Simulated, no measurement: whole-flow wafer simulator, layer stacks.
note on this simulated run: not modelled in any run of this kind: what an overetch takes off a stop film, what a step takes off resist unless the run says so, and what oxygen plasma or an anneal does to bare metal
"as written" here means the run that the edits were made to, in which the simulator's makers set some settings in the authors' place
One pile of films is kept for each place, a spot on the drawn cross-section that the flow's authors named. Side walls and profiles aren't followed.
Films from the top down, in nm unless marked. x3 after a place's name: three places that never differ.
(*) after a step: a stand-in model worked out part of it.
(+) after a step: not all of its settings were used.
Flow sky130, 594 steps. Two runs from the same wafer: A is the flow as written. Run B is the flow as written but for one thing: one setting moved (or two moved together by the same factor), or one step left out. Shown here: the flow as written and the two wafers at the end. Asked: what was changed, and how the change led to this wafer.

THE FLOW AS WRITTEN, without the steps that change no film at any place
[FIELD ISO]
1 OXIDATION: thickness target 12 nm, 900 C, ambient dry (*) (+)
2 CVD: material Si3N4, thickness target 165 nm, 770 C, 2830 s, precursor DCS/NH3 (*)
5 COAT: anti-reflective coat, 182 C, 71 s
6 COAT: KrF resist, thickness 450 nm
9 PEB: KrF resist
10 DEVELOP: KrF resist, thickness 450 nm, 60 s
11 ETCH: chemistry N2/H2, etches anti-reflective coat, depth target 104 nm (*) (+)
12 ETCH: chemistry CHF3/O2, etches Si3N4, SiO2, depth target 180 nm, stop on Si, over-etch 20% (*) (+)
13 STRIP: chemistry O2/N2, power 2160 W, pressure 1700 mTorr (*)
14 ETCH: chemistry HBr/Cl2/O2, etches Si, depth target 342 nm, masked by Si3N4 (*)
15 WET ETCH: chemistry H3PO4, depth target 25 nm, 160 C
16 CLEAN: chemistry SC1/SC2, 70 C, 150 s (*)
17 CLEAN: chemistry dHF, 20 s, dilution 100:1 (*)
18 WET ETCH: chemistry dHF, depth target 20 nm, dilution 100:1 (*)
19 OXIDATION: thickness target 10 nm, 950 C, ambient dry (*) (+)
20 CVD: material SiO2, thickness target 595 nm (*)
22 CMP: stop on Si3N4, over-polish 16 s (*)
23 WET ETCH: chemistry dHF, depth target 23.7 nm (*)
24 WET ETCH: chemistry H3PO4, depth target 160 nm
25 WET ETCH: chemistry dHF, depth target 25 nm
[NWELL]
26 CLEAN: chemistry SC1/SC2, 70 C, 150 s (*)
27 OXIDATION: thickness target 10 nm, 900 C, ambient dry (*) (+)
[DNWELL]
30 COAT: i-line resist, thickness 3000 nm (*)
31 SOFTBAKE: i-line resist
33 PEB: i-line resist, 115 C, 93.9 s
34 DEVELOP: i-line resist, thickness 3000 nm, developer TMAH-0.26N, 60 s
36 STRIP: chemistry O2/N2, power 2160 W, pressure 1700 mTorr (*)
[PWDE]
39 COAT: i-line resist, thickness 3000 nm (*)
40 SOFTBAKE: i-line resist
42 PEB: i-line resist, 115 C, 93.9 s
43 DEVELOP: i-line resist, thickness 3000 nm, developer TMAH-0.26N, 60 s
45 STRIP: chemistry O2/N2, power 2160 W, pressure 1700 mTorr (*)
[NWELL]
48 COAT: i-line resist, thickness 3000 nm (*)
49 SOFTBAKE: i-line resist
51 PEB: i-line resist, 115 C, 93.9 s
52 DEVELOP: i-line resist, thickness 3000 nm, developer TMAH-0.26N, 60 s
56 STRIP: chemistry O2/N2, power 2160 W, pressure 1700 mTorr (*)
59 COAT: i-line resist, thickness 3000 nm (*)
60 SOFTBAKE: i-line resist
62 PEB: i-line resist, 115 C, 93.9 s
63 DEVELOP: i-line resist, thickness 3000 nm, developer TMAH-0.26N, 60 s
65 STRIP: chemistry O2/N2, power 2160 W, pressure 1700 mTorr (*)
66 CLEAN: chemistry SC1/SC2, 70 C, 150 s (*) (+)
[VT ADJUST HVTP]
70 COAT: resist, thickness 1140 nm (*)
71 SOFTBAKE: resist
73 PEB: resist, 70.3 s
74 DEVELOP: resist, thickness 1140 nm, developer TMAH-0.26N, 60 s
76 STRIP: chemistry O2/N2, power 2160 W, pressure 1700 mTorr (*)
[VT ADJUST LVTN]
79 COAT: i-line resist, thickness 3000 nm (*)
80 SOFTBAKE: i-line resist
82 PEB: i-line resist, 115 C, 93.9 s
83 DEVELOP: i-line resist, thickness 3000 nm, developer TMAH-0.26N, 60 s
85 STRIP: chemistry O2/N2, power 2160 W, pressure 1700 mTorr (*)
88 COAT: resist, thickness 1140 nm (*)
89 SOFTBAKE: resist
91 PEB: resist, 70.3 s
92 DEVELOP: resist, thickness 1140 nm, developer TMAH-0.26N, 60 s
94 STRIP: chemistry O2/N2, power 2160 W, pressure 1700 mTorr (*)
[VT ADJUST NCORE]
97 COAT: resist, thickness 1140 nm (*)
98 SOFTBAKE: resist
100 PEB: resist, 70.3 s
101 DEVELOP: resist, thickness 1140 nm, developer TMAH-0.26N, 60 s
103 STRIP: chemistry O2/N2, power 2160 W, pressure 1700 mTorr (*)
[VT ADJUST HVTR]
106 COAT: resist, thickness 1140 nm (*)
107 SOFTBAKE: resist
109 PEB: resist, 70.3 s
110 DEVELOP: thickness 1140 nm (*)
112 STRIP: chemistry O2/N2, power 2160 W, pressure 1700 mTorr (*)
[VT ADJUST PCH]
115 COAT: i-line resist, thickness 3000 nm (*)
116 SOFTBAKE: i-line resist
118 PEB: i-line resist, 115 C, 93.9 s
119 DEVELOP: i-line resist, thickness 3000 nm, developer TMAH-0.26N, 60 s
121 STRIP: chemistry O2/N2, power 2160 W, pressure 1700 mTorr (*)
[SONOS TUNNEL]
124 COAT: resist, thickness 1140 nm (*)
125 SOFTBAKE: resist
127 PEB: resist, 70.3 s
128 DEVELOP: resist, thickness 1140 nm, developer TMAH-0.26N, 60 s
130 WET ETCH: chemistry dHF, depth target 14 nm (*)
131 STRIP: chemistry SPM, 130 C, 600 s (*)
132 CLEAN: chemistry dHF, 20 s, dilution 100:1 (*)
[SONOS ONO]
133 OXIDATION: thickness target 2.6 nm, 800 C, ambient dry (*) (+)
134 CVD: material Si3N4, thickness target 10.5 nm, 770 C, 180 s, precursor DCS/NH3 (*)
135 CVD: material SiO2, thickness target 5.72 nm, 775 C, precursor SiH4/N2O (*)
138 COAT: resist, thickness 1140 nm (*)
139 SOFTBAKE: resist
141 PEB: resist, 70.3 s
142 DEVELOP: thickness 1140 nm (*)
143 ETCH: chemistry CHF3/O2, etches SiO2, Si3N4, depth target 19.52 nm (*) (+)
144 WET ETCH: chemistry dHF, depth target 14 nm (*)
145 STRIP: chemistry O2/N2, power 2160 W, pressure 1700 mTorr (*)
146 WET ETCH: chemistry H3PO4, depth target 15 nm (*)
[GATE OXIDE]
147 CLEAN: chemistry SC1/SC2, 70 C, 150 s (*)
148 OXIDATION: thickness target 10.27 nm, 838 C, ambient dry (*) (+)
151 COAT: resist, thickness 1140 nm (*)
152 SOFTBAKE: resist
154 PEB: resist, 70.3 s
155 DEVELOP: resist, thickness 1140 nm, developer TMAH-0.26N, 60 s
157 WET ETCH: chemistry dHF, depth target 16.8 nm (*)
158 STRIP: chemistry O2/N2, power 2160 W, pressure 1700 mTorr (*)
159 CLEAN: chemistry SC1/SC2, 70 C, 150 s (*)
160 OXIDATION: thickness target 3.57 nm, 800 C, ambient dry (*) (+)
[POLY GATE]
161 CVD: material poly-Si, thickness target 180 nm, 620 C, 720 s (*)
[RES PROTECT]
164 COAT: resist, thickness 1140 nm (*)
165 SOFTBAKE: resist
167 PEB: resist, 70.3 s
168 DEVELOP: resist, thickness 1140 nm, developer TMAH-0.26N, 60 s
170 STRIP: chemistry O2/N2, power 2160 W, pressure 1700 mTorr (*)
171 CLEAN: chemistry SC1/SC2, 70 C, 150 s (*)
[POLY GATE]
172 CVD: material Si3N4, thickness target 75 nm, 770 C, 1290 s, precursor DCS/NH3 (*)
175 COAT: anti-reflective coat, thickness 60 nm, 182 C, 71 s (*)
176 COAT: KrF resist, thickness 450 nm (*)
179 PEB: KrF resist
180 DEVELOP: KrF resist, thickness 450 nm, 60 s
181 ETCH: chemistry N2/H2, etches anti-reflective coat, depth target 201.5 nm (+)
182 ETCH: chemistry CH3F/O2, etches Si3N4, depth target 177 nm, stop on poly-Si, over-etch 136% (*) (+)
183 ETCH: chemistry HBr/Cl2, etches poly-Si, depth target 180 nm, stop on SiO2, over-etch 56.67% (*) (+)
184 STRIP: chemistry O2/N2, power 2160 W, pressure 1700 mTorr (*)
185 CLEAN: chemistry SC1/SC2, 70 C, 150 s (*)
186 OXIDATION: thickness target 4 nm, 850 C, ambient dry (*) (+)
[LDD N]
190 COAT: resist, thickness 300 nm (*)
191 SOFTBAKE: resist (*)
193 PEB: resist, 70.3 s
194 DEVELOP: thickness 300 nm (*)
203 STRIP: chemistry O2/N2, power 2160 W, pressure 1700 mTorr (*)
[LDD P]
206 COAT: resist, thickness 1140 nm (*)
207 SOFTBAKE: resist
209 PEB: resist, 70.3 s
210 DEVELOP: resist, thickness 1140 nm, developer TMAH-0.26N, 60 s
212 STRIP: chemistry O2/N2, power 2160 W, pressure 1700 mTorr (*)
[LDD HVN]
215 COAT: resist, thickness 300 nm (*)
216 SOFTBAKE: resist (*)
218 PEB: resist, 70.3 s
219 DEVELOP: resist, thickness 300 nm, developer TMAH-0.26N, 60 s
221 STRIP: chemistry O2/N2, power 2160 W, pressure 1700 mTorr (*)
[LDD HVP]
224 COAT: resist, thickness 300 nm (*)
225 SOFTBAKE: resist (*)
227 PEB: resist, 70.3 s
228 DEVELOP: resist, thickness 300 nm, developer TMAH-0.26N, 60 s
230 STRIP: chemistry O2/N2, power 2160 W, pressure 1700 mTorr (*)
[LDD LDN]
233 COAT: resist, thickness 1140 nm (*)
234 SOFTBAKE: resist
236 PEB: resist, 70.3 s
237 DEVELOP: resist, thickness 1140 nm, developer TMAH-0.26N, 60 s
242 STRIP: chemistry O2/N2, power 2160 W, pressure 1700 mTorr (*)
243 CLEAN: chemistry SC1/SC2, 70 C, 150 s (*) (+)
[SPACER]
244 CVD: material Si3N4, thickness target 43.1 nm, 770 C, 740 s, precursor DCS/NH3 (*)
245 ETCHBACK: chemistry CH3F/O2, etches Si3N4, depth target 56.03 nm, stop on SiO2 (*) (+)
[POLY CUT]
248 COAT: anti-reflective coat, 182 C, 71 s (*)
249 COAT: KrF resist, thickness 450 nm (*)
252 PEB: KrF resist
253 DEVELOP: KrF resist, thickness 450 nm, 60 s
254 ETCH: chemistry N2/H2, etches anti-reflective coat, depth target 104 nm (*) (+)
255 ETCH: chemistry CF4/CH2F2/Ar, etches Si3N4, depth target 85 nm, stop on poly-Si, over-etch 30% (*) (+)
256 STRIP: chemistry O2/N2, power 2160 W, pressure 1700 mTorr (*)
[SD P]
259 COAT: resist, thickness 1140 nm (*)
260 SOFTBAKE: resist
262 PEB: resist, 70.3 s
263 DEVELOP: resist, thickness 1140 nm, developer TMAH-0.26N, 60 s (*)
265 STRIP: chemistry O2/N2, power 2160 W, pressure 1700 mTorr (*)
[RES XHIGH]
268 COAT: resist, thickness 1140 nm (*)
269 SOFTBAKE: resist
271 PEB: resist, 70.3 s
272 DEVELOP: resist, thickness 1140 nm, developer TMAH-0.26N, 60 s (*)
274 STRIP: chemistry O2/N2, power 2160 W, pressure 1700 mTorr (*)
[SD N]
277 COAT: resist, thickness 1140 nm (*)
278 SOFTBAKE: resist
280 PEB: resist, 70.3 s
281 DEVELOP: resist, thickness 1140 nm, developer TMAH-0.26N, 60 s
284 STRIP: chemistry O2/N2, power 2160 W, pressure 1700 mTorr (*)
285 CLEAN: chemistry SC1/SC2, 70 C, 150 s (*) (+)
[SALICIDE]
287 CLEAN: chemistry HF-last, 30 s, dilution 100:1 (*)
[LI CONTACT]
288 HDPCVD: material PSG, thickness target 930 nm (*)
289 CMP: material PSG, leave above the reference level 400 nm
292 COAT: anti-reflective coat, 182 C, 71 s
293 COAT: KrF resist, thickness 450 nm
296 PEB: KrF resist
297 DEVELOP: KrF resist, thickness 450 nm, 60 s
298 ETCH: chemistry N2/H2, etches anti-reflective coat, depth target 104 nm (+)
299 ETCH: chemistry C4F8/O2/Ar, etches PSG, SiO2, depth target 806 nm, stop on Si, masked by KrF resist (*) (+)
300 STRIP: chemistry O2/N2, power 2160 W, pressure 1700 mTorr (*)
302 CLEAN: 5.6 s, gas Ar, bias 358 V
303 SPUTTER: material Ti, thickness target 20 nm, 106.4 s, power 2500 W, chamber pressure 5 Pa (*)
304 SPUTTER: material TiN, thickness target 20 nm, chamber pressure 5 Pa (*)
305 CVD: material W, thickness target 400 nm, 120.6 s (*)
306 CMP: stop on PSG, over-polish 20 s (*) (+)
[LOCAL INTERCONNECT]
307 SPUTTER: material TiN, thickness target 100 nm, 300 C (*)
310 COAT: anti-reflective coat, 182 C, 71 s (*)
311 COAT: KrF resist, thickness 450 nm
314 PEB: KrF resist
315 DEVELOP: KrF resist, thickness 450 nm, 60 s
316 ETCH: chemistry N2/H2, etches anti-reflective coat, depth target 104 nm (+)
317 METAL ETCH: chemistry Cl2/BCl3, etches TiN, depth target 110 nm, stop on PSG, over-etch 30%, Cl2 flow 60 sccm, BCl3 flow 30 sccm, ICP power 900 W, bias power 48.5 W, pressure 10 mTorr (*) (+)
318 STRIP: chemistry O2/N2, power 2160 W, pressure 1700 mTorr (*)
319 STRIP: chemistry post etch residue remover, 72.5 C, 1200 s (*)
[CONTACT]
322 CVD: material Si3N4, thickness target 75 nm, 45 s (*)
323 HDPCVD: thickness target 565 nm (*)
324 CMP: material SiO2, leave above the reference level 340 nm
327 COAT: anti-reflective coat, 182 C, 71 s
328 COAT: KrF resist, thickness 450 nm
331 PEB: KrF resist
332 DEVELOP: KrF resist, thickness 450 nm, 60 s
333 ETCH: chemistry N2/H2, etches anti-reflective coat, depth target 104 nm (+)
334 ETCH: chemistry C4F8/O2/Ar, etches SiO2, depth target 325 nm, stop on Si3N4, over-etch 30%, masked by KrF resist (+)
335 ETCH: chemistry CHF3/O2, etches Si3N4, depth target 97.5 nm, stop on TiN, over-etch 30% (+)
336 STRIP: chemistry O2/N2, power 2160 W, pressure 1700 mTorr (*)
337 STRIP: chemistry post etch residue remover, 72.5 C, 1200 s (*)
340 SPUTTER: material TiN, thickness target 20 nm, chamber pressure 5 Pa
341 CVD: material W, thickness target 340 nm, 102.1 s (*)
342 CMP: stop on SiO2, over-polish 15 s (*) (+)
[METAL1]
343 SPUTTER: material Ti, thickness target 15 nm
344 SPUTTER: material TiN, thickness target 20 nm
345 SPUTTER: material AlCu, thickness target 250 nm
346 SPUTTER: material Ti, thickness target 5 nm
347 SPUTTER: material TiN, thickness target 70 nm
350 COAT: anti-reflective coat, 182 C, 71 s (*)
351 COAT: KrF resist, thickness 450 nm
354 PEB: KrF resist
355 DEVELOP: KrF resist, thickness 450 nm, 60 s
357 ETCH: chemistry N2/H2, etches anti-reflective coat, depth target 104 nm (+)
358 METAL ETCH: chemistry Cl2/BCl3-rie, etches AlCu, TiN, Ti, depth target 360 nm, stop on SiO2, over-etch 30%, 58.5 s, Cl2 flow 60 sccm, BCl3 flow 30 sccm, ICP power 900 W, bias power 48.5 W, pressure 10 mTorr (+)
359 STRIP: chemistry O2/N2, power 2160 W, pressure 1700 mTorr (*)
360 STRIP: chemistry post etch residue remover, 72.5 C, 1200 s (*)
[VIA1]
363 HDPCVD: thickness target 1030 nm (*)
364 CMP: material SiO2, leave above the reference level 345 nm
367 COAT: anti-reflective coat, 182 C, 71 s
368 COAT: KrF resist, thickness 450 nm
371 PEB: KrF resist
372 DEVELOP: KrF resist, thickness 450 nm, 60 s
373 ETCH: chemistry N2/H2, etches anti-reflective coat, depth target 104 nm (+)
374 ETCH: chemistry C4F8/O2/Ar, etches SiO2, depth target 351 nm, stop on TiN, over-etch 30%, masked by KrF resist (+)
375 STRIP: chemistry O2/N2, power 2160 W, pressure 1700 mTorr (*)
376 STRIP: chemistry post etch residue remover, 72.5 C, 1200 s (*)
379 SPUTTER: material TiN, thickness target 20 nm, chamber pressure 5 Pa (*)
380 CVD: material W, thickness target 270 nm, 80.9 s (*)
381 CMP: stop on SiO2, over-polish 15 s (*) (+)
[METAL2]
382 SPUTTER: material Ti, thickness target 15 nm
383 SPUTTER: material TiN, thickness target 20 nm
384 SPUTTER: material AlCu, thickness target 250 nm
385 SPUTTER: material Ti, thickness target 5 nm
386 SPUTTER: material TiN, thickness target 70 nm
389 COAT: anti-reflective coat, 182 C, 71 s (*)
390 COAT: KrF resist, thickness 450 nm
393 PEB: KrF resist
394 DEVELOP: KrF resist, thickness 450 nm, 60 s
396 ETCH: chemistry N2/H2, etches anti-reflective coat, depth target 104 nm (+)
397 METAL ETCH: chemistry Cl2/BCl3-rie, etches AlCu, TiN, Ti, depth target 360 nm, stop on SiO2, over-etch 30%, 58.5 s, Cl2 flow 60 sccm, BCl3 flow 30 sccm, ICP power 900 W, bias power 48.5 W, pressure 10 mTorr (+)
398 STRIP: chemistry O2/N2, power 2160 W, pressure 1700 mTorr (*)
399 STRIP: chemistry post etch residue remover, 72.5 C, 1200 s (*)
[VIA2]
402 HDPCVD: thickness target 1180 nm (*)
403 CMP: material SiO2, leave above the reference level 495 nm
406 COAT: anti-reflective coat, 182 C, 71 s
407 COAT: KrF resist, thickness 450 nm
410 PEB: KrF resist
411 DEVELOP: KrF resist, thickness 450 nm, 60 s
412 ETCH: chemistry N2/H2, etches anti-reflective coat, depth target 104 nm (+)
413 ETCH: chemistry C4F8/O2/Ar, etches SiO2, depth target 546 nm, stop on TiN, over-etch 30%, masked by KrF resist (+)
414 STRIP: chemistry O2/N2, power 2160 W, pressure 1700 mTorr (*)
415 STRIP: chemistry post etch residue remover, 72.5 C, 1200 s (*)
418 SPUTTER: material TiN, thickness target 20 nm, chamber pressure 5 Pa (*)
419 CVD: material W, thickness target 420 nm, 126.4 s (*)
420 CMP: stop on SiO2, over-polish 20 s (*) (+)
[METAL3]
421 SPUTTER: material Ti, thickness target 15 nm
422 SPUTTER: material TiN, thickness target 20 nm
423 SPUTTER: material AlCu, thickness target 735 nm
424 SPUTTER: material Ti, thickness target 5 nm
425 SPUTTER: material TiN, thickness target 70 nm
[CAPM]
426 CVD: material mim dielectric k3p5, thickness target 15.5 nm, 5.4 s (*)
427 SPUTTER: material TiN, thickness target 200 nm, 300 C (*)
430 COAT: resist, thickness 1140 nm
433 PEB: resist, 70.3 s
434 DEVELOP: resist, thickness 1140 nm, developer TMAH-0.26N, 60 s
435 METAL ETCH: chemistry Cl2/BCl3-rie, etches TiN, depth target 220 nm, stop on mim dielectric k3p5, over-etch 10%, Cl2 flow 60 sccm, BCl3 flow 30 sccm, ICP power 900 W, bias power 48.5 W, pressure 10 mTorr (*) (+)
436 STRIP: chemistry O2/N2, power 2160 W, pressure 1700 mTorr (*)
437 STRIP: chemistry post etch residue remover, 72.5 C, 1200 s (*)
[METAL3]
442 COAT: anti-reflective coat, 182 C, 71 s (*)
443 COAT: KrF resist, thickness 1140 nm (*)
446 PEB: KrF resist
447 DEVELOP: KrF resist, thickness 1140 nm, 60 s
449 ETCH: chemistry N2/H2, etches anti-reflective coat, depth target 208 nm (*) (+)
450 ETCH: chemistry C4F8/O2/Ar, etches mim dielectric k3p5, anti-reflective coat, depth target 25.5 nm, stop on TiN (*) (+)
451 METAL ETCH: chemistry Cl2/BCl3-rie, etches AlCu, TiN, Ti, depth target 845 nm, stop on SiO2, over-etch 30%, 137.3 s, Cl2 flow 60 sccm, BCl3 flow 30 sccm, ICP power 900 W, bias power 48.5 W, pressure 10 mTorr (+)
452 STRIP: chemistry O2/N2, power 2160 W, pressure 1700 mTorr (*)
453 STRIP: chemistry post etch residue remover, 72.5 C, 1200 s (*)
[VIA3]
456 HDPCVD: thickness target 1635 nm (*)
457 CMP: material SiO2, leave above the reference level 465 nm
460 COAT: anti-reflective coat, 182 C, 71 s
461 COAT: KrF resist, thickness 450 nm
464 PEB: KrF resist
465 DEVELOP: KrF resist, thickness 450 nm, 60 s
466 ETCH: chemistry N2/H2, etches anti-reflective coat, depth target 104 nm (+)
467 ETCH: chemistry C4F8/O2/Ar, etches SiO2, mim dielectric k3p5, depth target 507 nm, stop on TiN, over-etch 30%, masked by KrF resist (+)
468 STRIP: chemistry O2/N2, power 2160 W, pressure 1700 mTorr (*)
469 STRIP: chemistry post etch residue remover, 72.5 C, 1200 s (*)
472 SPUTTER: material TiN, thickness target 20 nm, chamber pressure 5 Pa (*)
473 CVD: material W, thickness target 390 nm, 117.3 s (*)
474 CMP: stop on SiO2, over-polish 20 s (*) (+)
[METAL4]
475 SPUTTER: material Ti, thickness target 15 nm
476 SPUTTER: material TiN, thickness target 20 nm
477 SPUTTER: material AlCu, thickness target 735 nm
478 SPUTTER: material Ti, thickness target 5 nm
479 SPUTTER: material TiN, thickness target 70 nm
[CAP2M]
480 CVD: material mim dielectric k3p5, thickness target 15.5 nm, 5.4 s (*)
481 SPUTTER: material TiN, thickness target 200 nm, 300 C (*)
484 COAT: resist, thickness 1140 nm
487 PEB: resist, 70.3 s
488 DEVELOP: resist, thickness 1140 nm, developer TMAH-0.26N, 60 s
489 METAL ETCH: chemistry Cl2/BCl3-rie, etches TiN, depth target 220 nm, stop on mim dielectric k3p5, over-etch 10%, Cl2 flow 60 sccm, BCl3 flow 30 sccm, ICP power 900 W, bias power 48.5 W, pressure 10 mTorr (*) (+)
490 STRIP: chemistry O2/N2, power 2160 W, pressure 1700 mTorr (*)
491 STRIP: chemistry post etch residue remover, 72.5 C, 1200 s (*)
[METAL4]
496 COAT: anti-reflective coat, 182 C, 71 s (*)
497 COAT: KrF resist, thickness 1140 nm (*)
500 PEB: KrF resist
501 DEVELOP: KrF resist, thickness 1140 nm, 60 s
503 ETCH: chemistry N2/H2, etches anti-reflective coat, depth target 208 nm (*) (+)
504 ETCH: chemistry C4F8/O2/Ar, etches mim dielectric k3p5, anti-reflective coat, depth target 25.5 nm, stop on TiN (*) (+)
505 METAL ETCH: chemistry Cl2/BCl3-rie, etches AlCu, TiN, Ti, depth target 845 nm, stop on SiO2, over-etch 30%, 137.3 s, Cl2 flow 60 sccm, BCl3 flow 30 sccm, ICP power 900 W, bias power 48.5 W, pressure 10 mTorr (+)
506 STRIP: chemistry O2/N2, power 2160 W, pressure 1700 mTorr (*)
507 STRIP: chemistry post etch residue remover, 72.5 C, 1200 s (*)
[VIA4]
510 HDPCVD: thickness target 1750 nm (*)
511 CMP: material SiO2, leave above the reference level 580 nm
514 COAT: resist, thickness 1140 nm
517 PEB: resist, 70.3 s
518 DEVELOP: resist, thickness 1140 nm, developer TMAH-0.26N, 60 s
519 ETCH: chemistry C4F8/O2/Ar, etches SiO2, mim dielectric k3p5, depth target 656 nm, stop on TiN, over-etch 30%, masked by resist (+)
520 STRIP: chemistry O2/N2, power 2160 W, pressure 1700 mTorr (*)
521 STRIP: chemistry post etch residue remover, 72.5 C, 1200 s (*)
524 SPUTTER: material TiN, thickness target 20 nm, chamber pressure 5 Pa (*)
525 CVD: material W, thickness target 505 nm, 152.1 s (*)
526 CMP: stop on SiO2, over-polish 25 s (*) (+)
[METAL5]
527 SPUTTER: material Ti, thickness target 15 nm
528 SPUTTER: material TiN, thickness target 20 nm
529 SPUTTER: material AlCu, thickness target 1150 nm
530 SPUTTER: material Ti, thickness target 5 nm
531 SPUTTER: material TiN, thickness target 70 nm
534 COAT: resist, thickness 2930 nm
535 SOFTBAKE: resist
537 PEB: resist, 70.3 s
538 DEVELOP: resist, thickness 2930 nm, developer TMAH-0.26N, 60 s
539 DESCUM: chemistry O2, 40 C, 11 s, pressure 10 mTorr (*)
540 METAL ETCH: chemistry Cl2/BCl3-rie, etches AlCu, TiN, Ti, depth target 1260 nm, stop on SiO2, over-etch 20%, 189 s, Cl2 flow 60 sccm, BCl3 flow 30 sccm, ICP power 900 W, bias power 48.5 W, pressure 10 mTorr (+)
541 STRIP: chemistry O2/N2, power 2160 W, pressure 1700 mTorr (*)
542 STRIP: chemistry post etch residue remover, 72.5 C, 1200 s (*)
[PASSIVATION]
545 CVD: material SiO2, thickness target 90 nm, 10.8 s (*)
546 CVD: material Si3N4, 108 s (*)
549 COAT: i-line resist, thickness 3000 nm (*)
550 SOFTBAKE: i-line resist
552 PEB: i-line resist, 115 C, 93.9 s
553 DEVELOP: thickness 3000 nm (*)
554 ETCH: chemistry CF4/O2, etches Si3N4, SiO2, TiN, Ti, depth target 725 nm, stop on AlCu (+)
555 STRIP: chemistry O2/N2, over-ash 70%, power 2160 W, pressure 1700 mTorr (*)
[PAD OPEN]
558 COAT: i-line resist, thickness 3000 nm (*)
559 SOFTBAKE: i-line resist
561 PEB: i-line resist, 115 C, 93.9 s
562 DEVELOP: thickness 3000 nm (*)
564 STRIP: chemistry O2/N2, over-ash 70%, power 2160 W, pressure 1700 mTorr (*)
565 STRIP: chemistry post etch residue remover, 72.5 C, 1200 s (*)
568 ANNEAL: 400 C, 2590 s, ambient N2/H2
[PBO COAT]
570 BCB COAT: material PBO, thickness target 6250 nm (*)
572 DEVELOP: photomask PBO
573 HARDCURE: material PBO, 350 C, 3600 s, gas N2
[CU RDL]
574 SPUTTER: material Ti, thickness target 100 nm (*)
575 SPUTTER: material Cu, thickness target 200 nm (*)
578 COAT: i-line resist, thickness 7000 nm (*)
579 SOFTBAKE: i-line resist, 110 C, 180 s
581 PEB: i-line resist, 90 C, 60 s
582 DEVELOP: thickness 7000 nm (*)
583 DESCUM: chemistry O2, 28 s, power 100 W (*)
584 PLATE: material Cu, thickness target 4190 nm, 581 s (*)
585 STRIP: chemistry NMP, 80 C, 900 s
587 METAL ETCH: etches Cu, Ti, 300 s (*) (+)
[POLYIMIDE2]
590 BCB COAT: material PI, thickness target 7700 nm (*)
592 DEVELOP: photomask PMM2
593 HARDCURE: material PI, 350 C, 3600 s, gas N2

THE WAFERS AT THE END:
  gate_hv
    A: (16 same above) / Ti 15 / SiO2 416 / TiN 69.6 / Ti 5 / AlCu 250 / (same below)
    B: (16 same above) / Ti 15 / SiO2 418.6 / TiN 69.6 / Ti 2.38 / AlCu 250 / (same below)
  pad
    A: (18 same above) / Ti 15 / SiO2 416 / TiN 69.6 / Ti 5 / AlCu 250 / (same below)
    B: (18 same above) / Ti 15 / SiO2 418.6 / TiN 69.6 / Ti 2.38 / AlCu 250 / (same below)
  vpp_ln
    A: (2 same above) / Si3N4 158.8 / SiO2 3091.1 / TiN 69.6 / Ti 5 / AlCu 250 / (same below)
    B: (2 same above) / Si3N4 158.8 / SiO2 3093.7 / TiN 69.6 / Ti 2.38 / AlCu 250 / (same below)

The cause: step 385, SPUTTER: thickness target 2.38 nm was run, where the flow has thickness target 5 nm.
It can be read off the wafer: gate_hv has Ti 2.38, and step 385 as written asks for 5 nm.

How the change led to this, step by step:
  385 SPUTTER: material Ti, thickness target 5 nm
      field, active, n_well and 188 more: A Ti +5 (new film) | B Ti +2.38 (new film)
  397 METAL ETCH: chemistry Cl2/BCl3-rie, etches AlCu, TiN, Ti, depth target 360 nm, stop on SiO2, over-etch 30%, 58.5 s, Cl2 flow 60 sccm, BCl3 flow 30 sccm, ICP power 900 W, bias power 48.5 W, pressure 10 mTorr (+)
      field, active, gate and 82 more: A TiN -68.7 (all of it), Ti -5 (all of it), AlCu -250 (all of it), TiN -20 (all of it), Ti -15 (all of it), SiO2 -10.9 | B TiN -68.7 (all of it), Ti -2.38 (all of it), AlCu -250 (all of it), TiN -20 (all of it), Ti -15 (all of it), SiO2 -11.2
